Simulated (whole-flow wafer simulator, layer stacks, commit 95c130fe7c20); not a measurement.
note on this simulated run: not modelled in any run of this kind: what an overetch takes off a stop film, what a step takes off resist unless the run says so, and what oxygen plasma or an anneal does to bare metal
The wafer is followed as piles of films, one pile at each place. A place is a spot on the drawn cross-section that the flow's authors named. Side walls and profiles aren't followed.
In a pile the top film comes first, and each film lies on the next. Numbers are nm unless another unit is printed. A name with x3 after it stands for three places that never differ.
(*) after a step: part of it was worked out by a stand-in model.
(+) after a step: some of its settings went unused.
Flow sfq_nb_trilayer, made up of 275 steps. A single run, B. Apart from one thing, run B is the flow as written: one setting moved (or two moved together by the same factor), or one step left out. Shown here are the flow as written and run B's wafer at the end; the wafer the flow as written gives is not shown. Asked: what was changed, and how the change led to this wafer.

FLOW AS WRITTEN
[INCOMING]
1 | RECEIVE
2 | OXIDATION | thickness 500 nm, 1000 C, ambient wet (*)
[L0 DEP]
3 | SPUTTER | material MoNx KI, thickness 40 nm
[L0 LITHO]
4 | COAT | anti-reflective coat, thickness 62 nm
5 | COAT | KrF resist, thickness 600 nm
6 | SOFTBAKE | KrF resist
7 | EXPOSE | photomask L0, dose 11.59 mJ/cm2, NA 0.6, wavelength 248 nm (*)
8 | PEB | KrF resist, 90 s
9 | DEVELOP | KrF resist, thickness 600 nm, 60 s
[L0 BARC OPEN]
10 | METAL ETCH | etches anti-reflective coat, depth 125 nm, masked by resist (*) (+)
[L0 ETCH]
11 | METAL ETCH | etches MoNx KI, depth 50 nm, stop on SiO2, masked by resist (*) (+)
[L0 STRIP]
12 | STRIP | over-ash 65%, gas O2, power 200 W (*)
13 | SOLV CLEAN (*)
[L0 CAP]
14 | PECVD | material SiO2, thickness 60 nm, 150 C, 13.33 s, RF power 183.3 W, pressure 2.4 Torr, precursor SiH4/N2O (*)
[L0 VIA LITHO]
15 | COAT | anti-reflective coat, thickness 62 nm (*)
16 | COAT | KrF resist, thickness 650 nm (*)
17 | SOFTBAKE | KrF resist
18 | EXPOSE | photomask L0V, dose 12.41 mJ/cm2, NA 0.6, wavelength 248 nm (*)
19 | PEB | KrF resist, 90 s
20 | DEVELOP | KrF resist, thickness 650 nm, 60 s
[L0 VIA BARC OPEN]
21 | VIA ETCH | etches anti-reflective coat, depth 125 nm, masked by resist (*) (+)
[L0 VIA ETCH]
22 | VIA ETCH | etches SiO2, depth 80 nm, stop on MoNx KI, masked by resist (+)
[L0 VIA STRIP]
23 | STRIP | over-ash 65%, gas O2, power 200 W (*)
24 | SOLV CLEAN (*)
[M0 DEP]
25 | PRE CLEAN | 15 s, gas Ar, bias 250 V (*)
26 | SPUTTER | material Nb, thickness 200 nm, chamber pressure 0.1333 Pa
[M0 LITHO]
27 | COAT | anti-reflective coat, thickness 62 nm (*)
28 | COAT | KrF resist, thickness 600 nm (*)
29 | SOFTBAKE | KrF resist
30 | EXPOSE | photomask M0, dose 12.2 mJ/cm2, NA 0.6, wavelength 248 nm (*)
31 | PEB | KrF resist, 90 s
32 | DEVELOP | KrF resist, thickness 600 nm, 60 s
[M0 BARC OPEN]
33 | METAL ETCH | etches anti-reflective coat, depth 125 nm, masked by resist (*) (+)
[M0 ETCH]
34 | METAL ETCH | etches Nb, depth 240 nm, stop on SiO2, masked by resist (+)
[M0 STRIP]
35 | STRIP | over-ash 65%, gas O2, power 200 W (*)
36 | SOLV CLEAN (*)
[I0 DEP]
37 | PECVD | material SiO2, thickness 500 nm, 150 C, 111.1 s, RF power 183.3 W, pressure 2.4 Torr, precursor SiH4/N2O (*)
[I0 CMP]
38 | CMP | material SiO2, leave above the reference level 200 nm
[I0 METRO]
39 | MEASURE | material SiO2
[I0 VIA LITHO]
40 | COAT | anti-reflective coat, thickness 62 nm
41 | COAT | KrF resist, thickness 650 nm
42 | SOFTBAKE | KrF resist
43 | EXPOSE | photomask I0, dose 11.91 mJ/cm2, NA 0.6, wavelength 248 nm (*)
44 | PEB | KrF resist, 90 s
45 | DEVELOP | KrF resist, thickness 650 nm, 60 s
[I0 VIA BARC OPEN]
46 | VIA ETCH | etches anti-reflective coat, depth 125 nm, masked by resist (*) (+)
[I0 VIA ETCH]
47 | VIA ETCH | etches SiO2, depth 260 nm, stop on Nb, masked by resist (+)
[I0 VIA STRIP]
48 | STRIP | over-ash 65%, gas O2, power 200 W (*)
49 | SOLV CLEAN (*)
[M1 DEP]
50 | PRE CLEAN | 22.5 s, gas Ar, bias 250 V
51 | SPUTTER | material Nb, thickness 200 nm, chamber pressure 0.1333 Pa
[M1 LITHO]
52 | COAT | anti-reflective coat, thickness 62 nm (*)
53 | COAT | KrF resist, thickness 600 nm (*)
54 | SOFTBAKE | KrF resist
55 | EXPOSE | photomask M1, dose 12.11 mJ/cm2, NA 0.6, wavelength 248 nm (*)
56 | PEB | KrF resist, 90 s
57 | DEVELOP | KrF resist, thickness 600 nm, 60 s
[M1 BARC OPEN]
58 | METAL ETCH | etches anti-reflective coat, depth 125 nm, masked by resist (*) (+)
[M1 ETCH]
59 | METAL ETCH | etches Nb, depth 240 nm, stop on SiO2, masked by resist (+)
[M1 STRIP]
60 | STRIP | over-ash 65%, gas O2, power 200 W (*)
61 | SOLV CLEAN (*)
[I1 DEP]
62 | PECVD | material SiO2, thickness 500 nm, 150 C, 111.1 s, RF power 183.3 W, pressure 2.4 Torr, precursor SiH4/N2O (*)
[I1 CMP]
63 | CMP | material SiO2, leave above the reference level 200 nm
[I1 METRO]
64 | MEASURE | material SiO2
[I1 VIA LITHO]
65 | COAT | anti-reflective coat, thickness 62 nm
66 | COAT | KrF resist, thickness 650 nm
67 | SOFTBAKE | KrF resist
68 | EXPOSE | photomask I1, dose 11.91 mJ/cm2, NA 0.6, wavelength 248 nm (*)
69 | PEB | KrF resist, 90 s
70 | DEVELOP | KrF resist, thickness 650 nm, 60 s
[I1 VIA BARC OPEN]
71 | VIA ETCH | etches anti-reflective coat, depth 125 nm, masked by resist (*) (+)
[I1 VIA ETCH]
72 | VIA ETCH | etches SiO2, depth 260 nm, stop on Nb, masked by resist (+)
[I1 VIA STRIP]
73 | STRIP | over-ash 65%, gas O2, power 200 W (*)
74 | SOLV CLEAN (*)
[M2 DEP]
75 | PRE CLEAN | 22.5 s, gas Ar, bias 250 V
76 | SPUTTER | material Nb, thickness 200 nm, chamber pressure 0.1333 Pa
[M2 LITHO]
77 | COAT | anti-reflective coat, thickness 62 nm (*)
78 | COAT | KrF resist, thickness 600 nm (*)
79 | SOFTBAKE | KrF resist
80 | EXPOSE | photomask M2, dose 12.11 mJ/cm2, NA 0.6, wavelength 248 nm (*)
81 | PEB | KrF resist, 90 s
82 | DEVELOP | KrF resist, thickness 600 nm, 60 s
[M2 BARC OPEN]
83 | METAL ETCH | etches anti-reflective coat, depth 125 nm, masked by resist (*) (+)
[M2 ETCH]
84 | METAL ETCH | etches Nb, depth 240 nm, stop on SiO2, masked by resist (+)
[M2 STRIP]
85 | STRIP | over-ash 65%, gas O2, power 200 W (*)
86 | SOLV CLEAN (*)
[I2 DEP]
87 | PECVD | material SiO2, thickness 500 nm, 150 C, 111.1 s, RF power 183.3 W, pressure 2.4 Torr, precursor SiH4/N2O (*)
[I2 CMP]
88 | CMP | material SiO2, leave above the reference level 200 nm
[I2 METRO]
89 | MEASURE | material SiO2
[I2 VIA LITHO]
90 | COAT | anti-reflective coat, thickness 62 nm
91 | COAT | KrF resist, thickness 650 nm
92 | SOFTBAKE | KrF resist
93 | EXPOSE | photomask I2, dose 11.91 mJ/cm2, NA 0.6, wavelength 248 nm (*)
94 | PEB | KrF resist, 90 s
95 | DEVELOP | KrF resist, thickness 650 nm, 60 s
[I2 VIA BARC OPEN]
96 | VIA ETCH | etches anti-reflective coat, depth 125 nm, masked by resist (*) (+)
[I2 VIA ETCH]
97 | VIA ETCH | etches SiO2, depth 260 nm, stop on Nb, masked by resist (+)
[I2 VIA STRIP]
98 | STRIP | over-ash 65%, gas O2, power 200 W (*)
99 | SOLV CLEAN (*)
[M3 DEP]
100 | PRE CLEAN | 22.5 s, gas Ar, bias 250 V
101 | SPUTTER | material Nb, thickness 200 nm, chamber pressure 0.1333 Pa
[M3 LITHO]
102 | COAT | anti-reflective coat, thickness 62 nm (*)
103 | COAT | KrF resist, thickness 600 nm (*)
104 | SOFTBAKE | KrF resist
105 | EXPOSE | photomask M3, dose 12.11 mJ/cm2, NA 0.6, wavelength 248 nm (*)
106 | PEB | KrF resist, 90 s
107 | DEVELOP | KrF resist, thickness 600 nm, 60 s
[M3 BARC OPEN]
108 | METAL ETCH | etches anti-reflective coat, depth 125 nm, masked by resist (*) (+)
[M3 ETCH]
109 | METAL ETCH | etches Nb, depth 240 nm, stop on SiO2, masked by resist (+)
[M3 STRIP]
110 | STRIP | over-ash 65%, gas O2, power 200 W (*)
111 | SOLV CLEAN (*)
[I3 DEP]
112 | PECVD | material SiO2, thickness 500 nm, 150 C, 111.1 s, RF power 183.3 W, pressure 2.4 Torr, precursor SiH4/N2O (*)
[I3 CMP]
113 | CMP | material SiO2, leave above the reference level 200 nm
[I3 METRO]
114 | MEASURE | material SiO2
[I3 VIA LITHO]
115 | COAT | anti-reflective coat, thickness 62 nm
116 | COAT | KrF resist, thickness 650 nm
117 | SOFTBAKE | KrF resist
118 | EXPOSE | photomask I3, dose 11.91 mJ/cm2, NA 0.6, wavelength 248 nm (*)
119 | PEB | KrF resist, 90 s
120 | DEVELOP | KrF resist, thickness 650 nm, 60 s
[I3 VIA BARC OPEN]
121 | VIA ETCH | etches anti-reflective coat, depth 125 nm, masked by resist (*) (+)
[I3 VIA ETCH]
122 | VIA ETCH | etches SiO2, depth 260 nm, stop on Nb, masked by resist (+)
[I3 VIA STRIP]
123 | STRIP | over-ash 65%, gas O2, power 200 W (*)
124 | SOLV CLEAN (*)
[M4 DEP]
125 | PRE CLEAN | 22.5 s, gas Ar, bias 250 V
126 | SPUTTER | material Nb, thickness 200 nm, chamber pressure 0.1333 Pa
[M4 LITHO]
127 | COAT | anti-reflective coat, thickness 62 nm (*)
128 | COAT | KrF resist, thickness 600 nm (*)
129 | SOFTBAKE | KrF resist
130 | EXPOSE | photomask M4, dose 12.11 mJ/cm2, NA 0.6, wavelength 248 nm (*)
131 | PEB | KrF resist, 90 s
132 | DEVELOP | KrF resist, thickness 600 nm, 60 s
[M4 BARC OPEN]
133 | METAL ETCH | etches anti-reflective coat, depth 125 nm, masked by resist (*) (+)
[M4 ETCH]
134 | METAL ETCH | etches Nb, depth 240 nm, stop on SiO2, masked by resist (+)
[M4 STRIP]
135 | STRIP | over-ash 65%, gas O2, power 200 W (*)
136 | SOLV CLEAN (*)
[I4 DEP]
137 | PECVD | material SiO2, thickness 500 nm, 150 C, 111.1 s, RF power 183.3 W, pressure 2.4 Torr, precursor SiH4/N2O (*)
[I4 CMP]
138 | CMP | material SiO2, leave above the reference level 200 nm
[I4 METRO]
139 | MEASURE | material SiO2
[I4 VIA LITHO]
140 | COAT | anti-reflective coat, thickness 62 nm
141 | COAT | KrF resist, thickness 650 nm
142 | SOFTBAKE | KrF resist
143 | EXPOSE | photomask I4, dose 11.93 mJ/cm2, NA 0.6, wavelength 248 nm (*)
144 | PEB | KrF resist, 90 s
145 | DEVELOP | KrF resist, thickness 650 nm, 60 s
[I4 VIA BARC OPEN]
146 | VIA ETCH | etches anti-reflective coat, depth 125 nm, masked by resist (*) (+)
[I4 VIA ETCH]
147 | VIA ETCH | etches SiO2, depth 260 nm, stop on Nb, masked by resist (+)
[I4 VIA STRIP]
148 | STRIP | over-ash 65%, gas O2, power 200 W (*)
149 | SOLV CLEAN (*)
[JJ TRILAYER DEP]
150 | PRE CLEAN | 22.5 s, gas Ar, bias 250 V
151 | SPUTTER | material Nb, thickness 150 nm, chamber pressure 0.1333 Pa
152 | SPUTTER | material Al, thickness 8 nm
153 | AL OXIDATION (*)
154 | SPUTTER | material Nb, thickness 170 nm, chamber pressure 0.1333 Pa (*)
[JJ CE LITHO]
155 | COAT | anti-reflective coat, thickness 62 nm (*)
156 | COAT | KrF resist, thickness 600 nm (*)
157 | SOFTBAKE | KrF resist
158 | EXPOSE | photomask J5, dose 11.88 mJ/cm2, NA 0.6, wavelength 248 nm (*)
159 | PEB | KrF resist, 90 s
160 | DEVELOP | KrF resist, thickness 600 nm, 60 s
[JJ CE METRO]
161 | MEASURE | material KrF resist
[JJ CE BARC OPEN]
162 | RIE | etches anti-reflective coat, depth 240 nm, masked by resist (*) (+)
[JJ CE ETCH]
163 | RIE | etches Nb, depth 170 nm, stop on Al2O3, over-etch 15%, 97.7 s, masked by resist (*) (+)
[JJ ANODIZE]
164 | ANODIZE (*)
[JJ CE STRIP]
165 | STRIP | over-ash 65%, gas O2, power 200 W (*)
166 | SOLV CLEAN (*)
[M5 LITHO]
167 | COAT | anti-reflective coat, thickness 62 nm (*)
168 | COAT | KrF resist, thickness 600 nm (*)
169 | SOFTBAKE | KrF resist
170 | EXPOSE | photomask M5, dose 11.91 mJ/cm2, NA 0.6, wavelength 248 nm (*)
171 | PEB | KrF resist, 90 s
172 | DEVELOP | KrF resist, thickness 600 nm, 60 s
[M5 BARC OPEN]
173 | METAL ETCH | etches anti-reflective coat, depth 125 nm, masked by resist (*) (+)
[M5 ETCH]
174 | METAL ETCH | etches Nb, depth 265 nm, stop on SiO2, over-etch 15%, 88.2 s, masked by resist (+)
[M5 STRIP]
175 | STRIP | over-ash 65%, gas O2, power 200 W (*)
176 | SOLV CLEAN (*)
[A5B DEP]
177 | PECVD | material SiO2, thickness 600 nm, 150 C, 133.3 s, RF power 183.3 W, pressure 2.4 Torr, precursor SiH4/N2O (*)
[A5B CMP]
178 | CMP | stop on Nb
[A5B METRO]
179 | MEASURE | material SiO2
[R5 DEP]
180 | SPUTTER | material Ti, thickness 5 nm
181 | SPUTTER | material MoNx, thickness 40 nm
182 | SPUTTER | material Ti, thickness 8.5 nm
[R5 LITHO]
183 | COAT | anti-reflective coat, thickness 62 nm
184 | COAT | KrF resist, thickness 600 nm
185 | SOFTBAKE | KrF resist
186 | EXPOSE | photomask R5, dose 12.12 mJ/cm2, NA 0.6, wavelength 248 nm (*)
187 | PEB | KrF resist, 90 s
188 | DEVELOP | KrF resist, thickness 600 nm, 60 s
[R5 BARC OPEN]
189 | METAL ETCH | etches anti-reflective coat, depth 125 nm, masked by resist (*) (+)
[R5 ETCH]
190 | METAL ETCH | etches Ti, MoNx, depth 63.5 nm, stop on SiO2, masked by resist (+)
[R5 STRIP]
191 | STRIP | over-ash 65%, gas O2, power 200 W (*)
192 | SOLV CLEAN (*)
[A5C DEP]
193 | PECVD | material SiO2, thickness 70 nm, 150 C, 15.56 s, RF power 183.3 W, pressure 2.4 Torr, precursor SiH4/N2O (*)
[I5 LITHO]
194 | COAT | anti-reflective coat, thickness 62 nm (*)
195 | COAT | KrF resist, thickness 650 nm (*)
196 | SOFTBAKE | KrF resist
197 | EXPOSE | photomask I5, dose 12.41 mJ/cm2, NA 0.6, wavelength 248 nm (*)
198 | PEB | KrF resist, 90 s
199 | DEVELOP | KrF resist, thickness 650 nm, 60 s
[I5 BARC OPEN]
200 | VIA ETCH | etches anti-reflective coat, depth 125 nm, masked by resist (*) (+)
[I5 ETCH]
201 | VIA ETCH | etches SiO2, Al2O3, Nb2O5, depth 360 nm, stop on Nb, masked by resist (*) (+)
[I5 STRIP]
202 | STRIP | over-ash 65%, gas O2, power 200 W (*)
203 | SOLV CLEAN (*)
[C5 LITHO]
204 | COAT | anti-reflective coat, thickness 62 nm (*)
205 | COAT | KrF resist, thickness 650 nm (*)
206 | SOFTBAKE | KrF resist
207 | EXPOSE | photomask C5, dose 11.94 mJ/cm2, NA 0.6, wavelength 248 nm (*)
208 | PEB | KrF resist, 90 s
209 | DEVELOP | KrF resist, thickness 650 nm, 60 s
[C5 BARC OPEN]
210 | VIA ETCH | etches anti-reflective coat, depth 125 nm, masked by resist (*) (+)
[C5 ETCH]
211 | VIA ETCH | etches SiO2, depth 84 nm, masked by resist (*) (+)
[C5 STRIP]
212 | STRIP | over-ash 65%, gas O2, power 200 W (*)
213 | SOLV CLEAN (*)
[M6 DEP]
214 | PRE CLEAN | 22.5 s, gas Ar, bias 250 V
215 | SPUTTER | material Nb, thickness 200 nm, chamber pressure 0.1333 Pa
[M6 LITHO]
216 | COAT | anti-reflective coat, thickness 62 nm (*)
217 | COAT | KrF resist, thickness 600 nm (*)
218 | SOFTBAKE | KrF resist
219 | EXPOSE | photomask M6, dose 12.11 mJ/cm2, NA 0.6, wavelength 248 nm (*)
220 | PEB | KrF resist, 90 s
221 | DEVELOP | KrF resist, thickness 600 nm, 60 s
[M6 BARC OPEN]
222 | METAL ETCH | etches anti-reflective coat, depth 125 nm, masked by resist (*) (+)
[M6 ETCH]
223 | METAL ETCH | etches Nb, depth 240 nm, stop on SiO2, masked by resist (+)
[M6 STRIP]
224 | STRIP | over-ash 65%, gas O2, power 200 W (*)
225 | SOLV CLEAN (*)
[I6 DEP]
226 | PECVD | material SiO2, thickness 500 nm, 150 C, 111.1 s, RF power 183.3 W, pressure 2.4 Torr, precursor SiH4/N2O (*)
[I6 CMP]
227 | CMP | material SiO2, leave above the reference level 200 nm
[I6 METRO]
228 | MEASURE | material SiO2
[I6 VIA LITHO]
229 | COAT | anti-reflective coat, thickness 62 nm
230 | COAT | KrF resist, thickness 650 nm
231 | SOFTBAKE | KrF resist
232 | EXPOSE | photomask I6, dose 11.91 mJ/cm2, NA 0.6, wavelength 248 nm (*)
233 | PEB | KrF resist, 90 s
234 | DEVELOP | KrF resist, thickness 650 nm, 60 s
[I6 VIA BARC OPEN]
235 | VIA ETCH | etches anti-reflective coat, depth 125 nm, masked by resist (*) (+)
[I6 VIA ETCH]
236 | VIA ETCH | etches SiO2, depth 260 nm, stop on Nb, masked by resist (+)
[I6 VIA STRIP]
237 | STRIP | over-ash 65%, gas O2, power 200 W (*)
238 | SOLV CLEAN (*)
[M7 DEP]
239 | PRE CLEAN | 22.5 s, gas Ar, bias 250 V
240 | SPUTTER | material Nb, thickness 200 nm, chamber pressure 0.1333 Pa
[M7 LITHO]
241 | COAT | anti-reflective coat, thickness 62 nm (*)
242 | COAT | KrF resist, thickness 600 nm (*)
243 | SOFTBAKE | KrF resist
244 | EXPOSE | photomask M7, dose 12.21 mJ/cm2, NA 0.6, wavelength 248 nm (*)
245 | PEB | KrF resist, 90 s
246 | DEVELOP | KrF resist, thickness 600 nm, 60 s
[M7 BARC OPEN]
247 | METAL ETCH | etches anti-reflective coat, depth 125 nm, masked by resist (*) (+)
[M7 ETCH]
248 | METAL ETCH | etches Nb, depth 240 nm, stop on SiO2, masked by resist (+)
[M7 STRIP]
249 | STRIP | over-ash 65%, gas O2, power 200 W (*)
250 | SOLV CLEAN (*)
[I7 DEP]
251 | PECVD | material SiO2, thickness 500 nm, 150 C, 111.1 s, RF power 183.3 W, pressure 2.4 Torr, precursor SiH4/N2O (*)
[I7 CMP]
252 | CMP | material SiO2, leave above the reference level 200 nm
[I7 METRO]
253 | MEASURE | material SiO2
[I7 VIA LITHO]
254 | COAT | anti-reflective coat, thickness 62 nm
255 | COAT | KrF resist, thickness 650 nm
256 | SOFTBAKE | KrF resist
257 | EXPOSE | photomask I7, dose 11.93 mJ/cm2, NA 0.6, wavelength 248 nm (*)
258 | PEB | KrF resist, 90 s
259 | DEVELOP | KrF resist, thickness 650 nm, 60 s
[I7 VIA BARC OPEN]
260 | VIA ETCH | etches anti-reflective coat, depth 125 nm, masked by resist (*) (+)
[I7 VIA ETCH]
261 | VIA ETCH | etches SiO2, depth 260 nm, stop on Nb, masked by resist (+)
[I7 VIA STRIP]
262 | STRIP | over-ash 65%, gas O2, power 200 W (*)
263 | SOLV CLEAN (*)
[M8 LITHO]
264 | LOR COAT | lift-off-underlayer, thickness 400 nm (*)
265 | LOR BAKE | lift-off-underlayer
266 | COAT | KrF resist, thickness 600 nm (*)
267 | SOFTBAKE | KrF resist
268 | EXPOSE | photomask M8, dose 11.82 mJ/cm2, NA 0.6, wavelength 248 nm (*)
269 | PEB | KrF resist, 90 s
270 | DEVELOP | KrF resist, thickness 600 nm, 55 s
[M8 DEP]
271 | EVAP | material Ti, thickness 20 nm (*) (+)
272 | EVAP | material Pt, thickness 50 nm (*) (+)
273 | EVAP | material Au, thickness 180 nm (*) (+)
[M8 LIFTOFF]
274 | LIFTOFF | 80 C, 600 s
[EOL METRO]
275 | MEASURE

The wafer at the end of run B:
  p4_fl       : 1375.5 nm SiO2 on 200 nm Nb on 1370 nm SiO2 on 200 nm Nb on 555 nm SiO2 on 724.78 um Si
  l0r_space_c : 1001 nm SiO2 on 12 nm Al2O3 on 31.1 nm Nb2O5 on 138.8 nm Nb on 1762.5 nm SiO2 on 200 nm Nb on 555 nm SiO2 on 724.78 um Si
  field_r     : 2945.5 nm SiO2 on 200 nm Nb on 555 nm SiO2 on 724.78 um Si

The reason: step 152, SPUTTER: thickness 7.6 nm was run, though the flow has thickness 8 nm.

How this came from the change, step by step:
  164 | ANODIZE (*)
      field_l, v_sur, via_sp and 96 more: +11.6 Al2O3, +31.1 Nb2O5 (new film), -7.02 Al (all of it), -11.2 Nb (as written it would have been: +12.2 Al2O3, +29.9 Nb2O5 (new film), -7.42 Al (all of it), -10.8 Nb)
      via_w: +10.2 Al2O3 (new film), +34.4 Nb2O5 (new film), -6.19 Al (all of it), -12.4 Nb (as written it would have been: +10.8 Al2O3 (new film), +33.3 Nb2O5 (new film), -6.54 Al (all of it), -12 Nb)
  174 | METAL ETCH | etches Nb, depth 265 nm, stop on SiO2, over-etch 15%, 88.2 s, masked by resist (+)
      field_l, r_sur, res and 50 more: -12 Al2O3 (all of it), -31.1 Nb2O5 (all of it), -138.8 Nb (all of it), -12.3 SiO2 (as written it would have been: -12.6 Al2O3 (all of it), -29.9 Nb2O5 (all of it), -139.2 Nb (all of it), -12.3 SiO2)
  201 | VIA ETCH | etches SiO2, Al2O3, Nb2O5, depth 360 nm, stop on Nb, masked by resist (*) (+)
      be: -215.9 SiO2 (all of it), -12 Al2O3 (all of it), -31.1 Nb2O5 (all of it) (as written it would have been: -216.4 SiO2 (all of it), -12.7 Al2O3 (all of it), -29.9 Nb2O5 (all of it))
